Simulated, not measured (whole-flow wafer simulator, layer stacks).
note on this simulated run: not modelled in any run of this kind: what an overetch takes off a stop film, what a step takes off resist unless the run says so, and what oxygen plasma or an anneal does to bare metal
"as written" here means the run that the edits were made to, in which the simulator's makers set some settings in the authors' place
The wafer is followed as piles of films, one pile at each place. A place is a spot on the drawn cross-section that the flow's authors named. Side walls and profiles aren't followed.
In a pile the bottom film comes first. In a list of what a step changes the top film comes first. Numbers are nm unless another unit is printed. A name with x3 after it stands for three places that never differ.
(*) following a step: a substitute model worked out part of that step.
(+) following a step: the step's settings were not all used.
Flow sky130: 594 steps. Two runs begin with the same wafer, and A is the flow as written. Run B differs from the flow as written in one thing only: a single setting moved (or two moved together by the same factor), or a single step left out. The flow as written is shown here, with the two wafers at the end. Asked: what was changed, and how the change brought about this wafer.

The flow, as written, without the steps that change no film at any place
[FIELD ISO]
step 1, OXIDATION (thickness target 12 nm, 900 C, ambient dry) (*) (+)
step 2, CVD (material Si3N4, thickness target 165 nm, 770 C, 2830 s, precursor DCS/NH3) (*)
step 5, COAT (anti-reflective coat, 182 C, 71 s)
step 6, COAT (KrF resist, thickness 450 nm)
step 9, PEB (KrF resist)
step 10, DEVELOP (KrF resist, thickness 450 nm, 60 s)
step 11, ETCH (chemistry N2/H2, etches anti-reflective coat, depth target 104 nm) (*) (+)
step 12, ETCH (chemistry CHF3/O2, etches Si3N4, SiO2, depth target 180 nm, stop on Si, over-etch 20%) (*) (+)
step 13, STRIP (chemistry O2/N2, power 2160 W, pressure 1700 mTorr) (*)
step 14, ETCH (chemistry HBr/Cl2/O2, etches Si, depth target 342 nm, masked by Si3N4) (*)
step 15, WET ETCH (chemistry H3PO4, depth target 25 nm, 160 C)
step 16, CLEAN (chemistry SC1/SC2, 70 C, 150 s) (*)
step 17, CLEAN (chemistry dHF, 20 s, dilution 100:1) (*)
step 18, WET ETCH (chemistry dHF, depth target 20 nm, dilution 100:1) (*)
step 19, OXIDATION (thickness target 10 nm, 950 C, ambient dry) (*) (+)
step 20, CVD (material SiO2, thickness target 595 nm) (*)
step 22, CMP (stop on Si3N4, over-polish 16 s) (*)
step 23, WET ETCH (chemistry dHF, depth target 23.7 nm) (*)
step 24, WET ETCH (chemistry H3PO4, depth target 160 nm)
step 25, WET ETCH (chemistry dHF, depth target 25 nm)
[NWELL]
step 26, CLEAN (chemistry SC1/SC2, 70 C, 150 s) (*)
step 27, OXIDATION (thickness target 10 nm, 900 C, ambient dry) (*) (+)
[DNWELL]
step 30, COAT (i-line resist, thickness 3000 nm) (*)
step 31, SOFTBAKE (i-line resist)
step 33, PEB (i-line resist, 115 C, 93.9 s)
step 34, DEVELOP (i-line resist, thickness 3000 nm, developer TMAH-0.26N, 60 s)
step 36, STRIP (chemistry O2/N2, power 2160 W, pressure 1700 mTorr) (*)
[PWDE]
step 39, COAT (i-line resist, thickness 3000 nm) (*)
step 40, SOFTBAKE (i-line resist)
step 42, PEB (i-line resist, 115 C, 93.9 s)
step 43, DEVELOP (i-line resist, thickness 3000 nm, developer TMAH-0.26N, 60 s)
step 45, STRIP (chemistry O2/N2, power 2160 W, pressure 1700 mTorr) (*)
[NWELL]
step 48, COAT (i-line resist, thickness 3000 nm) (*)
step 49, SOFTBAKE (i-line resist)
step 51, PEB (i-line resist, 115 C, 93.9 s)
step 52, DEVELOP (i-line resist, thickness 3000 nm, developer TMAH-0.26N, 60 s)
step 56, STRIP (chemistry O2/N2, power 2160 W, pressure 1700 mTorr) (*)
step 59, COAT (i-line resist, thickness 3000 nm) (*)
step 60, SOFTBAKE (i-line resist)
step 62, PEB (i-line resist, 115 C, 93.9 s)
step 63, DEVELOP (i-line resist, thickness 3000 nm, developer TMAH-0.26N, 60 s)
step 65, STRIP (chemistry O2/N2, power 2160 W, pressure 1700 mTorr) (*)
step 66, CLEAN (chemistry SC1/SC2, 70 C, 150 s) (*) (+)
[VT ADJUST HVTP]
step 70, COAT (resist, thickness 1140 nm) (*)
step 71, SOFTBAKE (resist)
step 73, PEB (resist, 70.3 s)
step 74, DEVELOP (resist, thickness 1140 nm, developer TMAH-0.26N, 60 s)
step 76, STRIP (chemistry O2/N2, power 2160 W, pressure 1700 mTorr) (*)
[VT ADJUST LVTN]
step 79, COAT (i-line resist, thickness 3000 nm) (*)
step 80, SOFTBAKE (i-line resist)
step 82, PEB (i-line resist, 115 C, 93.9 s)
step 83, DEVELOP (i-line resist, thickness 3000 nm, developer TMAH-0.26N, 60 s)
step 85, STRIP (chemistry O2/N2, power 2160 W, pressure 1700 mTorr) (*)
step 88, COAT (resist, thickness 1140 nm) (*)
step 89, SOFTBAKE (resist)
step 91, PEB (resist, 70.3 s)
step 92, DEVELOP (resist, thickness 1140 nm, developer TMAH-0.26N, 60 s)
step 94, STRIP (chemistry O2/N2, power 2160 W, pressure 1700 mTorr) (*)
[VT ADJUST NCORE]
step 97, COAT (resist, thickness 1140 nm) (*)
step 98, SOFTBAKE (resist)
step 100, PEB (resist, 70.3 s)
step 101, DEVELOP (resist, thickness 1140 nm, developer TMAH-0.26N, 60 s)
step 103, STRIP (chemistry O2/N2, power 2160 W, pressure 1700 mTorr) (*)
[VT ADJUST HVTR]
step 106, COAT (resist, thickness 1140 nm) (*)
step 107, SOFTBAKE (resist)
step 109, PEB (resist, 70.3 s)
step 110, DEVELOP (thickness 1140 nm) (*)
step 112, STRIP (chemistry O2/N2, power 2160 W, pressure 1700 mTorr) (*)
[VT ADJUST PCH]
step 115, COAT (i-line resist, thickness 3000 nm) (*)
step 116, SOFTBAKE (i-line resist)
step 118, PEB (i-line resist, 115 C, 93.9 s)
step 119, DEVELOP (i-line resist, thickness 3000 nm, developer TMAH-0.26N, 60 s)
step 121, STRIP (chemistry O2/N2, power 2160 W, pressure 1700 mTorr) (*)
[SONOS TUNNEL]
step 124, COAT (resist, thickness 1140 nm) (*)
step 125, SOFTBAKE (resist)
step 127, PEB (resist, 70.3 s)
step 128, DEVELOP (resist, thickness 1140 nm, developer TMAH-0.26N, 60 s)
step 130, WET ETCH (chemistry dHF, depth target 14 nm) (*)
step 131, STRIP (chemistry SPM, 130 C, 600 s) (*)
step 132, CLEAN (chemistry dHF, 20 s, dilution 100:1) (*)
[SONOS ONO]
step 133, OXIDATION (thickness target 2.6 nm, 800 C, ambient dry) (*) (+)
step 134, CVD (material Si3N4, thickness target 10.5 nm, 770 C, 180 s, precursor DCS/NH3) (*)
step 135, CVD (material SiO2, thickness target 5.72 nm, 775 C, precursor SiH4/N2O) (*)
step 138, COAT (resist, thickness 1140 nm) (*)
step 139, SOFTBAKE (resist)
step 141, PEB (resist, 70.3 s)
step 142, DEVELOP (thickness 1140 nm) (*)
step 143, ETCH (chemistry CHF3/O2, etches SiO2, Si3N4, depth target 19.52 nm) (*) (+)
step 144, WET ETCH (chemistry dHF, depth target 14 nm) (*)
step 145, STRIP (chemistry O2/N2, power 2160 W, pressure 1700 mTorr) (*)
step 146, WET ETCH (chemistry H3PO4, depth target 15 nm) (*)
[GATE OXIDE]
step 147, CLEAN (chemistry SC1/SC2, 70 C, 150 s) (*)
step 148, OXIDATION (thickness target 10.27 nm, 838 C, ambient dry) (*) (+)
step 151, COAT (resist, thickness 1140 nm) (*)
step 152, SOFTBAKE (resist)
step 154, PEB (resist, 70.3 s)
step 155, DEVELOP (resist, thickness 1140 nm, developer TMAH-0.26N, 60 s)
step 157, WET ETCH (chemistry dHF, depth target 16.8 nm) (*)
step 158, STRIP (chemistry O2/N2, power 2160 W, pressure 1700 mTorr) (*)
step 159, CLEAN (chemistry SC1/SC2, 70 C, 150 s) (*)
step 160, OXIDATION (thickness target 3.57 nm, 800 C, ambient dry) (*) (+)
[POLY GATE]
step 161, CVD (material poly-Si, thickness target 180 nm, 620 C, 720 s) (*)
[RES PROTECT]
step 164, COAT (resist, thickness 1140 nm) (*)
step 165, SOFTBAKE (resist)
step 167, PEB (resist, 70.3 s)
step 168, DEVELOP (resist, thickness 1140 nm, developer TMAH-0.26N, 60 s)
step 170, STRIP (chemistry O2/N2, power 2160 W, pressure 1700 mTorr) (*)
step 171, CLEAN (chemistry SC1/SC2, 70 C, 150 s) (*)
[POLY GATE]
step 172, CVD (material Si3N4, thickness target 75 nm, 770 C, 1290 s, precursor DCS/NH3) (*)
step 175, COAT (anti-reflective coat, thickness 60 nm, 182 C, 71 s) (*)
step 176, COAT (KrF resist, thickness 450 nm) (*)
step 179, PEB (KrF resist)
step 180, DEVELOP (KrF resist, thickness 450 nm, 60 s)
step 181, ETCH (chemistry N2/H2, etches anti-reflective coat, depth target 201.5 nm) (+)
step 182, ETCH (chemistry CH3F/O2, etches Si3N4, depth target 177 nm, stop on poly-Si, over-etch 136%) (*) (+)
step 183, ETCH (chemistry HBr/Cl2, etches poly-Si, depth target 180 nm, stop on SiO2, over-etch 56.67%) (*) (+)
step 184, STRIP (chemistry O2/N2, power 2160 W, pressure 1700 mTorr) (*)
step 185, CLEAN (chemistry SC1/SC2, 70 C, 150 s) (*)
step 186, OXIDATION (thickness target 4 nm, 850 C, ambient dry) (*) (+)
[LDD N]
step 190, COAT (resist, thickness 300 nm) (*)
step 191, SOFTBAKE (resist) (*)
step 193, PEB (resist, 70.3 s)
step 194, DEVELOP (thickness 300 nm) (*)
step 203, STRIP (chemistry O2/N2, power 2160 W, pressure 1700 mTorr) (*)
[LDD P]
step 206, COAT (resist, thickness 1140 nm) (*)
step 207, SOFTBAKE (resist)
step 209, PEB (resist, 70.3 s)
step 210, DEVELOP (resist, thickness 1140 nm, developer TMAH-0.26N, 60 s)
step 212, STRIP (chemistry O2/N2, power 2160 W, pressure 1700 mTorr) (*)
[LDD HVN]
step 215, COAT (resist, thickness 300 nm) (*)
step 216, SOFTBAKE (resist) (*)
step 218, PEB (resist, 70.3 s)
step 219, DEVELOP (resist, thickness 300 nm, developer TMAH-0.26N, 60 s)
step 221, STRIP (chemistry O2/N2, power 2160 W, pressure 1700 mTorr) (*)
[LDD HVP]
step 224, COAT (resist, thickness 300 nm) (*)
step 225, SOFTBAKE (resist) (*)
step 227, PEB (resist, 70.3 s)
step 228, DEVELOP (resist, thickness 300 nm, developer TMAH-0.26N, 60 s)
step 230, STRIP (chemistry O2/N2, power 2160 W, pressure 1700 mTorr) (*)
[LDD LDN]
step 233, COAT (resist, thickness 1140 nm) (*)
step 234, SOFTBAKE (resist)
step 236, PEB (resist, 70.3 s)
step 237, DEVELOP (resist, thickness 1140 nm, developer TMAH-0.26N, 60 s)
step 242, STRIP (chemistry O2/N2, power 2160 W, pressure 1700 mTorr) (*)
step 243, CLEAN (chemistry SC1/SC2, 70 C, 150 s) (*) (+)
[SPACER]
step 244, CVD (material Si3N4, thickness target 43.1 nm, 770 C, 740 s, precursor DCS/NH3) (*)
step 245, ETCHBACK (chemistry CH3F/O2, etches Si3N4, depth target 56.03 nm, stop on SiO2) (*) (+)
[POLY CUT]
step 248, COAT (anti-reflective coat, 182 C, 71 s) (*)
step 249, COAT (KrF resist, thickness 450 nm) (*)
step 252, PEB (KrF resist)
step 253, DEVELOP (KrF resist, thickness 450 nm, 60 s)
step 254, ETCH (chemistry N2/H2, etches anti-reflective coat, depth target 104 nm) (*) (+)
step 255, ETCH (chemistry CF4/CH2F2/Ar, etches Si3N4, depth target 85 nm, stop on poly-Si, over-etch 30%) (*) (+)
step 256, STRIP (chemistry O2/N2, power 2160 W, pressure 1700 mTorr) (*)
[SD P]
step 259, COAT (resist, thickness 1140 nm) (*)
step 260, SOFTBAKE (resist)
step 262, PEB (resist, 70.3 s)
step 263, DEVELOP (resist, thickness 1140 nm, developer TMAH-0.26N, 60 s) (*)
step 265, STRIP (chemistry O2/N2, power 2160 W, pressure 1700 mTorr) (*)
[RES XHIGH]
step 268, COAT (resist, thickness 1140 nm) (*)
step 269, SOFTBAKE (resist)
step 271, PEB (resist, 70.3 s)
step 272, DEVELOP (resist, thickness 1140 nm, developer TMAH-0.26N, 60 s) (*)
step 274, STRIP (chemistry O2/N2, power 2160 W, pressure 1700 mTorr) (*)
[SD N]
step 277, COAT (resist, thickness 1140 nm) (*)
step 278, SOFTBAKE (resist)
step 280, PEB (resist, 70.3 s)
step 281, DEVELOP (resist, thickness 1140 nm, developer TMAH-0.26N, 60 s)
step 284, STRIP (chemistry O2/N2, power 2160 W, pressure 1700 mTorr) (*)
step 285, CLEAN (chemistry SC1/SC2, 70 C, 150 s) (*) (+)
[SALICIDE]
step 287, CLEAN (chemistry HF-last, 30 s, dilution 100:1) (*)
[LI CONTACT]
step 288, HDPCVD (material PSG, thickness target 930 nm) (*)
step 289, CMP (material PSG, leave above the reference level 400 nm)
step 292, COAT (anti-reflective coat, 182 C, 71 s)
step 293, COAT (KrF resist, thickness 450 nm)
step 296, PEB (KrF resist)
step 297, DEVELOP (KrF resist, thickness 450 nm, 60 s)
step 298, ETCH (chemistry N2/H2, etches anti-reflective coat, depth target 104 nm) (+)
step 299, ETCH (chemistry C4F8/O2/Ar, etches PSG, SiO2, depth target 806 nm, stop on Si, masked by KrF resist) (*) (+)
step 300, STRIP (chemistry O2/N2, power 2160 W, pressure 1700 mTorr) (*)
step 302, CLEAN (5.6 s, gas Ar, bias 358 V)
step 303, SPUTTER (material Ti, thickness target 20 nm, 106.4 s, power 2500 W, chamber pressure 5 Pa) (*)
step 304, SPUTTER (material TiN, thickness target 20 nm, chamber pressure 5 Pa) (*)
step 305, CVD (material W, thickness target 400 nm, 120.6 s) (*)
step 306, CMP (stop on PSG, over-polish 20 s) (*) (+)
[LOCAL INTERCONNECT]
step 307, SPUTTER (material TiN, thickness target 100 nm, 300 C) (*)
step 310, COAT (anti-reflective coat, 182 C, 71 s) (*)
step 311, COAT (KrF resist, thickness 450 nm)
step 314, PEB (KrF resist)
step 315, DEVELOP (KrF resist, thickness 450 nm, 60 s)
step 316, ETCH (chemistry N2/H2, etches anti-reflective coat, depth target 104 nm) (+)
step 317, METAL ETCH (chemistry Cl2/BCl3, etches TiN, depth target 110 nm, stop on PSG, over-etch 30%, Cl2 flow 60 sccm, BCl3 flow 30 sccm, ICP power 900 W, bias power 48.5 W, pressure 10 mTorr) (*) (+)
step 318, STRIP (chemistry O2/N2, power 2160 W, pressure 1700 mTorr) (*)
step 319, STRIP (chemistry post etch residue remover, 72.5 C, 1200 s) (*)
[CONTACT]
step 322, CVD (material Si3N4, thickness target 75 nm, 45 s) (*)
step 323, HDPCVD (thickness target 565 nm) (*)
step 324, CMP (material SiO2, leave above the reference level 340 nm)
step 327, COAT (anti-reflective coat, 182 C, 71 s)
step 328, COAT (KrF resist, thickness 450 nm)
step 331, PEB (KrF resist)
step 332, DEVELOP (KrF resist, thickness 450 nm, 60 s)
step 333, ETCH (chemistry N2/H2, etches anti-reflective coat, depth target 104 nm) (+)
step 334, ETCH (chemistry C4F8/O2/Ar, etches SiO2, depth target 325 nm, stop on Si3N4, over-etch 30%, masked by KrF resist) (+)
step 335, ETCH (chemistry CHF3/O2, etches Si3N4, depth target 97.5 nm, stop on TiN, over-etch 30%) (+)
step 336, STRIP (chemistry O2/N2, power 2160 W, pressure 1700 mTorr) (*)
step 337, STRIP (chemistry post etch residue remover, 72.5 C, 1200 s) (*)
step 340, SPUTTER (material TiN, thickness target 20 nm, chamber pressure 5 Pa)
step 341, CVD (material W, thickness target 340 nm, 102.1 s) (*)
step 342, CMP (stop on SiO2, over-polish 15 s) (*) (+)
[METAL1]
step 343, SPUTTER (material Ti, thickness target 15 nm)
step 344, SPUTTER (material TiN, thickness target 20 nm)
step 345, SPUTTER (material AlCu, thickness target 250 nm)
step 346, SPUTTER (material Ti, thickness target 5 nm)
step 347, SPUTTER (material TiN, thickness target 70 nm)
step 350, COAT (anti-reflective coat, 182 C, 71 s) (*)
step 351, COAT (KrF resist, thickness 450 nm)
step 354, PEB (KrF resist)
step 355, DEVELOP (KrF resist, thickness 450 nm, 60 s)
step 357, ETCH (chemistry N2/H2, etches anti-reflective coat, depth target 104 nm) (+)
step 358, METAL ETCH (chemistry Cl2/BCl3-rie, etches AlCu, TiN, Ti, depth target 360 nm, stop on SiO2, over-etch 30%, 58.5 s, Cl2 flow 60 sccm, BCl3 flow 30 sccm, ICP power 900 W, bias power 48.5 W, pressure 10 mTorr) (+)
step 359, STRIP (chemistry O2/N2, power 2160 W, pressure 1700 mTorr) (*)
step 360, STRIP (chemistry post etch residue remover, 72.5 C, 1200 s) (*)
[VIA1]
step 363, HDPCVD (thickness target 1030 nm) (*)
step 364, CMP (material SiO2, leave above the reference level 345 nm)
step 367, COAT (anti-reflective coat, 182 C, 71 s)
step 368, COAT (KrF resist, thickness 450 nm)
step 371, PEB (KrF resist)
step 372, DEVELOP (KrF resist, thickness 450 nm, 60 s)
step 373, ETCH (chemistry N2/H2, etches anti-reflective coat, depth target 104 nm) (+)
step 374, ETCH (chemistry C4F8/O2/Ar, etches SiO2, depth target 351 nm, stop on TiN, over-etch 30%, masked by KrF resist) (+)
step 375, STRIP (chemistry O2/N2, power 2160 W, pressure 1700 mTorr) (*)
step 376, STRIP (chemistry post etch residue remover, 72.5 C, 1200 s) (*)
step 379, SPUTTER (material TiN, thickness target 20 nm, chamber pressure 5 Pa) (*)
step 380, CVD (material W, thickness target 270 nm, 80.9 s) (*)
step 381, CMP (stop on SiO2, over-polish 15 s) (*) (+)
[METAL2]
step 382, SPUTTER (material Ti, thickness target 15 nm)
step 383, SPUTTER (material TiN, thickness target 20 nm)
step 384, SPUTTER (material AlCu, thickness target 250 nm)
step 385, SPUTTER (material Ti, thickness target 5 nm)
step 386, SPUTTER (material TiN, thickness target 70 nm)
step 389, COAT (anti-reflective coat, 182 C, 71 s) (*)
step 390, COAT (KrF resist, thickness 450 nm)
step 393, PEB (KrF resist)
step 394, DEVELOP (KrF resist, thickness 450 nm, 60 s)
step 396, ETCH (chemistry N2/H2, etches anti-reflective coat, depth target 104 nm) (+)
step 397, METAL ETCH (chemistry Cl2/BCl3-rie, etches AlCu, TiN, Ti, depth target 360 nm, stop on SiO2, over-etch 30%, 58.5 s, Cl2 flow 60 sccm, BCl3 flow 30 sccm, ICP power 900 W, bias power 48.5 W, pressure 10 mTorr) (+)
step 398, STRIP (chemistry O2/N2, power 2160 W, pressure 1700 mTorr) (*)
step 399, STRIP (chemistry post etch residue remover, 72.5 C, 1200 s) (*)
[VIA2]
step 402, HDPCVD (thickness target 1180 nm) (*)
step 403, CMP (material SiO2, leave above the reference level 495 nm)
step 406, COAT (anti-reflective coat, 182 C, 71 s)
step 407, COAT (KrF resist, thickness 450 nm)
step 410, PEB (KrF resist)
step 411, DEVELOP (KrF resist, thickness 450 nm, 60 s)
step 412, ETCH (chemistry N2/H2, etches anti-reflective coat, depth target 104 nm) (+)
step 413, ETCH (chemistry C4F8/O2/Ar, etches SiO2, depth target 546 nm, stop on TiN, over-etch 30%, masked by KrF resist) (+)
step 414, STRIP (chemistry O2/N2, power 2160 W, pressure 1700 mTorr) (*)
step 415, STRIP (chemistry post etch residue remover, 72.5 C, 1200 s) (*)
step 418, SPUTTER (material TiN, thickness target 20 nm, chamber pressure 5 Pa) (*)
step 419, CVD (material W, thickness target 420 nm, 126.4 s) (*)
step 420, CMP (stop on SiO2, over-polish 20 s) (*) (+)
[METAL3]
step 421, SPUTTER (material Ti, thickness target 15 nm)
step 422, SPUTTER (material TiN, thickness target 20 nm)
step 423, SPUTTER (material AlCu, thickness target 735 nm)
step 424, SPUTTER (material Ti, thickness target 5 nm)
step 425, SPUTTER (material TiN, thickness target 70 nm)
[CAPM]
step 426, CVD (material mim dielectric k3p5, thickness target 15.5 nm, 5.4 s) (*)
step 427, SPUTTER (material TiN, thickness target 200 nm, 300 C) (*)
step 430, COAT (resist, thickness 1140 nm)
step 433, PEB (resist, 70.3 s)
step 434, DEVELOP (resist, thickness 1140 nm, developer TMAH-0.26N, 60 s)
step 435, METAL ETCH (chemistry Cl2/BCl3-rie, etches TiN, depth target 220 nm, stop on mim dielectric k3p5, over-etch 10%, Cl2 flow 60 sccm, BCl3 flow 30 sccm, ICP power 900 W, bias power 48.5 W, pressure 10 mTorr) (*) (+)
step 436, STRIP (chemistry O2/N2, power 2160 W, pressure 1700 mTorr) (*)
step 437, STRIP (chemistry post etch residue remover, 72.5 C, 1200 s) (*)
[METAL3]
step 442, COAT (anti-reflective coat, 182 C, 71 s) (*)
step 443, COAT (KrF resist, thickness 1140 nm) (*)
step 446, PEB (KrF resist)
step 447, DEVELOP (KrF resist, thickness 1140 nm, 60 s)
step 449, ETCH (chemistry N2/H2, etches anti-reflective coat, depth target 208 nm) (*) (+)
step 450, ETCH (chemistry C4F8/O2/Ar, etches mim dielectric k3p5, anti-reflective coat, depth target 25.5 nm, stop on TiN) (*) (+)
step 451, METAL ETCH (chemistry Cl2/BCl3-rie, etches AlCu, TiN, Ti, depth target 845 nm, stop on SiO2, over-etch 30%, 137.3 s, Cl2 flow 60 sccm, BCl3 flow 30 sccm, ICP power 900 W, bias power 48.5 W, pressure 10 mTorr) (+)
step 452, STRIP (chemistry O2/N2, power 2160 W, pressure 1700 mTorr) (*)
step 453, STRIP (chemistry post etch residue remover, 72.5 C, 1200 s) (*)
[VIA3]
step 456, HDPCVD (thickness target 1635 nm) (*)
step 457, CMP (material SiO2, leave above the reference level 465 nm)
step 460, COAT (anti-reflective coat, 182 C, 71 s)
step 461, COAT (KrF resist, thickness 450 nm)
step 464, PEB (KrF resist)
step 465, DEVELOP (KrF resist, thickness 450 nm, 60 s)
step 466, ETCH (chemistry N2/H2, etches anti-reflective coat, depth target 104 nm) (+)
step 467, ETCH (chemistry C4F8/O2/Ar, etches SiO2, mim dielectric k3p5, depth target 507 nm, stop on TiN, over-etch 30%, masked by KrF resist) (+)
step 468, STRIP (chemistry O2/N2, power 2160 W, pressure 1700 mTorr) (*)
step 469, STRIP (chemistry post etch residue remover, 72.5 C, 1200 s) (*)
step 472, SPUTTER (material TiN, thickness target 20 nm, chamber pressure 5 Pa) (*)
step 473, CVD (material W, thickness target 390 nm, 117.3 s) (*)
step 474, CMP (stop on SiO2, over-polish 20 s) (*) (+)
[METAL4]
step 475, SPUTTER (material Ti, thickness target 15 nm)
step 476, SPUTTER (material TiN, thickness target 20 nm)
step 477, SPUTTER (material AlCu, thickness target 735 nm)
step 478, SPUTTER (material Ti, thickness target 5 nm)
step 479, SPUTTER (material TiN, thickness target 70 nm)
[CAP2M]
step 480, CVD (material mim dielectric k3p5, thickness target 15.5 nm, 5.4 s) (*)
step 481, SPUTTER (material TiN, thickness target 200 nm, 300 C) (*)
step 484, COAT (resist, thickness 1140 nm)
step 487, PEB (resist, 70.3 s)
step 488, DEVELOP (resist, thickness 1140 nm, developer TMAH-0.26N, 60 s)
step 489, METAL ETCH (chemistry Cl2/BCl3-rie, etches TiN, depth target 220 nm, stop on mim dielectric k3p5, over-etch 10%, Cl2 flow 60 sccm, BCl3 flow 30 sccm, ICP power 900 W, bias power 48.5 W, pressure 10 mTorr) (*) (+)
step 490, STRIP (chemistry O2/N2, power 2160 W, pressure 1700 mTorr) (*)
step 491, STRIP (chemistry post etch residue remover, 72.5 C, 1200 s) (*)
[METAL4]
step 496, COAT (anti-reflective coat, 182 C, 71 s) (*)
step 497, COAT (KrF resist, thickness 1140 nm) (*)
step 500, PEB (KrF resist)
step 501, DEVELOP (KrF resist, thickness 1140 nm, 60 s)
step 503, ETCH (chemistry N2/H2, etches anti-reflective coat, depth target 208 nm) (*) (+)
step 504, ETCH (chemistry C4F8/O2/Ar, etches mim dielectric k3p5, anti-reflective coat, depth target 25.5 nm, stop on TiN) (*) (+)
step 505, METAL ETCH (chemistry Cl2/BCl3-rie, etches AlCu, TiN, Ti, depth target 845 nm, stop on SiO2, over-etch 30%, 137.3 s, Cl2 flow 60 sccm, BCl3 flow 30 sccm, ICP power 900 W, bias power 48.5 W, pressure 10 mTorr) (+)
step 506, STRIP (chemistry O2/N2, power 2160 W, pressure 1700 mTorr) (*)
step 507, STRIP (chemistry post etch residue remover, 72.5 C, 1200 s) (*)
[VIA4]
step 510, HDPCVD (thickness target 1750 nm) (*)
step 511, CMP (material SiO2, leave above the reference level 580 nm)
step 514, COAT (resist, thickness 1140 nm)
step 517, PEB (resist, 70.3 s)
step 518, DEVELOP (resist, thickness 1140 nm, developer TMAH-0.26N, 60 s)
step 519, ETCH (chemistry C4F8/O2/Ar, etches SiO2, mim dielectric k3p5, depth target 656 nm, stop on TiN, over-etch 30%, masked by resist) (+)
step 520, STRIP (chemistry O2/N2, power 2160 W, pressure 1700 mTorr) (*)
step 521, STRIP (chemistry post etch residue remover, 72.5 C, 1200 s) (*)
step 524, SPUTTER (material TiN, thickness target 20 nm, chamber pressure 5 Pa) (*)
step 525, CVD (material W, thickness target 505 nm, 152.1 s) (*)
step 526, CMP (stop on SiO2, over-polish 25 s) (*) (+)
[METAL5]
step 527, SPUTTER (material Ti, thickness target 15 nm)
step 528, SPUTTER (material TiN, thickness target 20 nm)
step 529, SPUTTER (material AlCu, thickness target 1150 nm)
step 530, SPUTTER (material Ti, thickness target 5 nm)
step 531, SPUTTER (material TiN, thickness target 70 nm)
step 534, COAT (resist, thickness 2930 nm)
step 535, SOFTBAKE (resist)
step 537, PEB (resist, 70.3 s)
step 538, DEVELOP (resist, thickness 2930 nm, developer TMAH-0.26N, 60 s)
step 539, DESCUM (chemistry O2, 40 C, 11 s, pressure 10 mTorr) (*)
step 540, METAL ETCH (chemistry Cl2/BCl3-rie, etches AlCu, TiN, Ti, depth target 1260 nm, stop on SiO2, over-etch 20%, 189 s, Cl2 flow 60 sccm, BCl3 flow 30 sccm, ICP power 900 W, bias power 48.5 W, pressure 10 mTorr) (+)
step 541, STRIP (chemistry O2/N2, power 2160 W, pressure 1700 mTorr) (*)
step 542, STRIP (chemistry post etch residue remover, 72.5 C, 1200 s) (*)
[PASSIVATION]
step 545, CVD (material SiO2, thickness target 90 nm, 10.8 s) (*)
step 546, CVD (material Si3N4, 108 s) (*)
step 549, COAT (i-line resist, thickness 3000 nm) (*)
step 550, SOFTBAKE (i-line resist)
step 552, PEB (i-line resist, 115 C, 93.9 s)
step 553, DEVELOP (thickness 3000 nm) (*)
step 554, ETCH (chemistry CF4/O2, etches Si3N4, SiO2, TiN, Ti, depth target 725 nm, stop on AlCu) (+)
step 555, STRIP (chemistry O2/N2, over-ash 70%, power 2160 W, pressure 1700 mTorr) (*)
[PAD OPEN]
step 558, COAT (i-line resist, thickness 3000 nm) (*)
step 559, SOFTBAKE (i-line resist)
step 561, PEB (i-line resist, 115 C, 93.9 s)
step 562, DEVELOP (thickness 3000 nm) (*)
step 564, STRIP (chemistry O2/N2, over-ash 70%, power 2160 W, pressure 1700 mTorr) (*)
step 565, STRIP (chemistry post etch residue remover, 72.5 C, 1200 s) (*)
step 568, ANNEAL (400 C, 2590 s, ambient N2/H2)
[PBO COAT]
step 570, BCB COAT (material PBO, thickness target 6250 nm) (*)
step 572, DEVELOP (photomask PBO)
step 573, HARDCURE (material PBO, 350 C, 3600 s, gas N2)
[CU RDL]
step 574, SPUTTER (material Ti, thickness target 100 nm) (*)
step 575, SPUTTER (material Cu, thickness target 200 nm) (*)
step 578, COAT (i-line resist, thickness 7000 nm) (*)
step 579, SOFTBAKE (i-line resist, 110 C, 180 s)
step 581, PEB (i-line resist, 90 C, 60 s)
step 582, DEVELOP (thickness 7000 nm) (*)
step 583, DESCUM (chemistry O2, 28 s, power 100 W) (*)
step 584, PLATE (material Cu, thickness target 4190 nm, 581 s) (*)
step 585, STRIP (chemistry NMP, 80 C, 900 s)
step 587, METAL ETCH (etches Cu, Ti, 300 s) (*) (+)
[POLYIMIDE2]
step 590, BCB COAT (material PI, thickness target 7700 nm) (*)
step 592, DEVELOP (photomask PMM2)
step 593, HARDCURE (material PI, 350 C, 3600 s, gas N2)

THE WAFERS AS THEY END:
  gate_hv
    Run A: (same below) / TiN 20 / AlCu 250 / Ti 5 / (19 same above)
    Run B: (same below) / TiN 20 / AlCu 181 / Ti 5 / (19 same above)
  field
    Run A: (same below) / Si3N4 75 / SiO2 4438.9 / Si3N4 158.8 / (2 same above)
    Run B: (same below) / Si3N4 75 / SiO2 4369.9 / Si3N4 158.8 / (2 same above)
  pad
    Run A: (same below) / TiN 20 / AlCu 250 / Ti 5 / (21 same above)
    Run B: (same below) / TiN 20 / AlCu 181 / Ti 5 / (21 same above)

Cause: step 384, SPUTTER: thickness target 181 nm was run, whereas the flow has thickness target 250 nm.
The wafer lets one read it off: gate_hv has AlCu 181, and step 384 as written asks for 250 nm.

How this came from the change, step by step:
  step 384, SPUTTER (material AlCu, thickness target 250 nm)
      field, active, n_well and 188 more: A +250 AlCu (new film) | B +181 AlCu (new film)
  step 397, METAL ETCH (chemistry Cl2/BCl3-rie, etches AlCu, TiN, Ti, depth target 360 nm, stop on SiO2, over-etch 30%, 58.5 s, Cl2 flow 60 sccm, BCl3 flow 30 sccm, ICP power 900 W, bias power 48.5 W, pressure 10 mTorr) (+)
      field, active, gate and 82 more: A -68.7 TiN (all of it), -5 Ti (all of it), -250 AlCu (all of it), -20 TiN (all of it), -15 Ti (all of it), -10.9 SiO2 | B -68.7 TiN (all of it), -5 Ti (all of it), -181 AlCu (all of it), -20 TiN (all of it), -15 Ti (all of it), -17.8 SiO2
  step 403, CMP (material SiO2, leave above the reference level 495 nm)
      field, active, gate and 82 more: A -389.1 SiO2 | B -451.2 SiO2
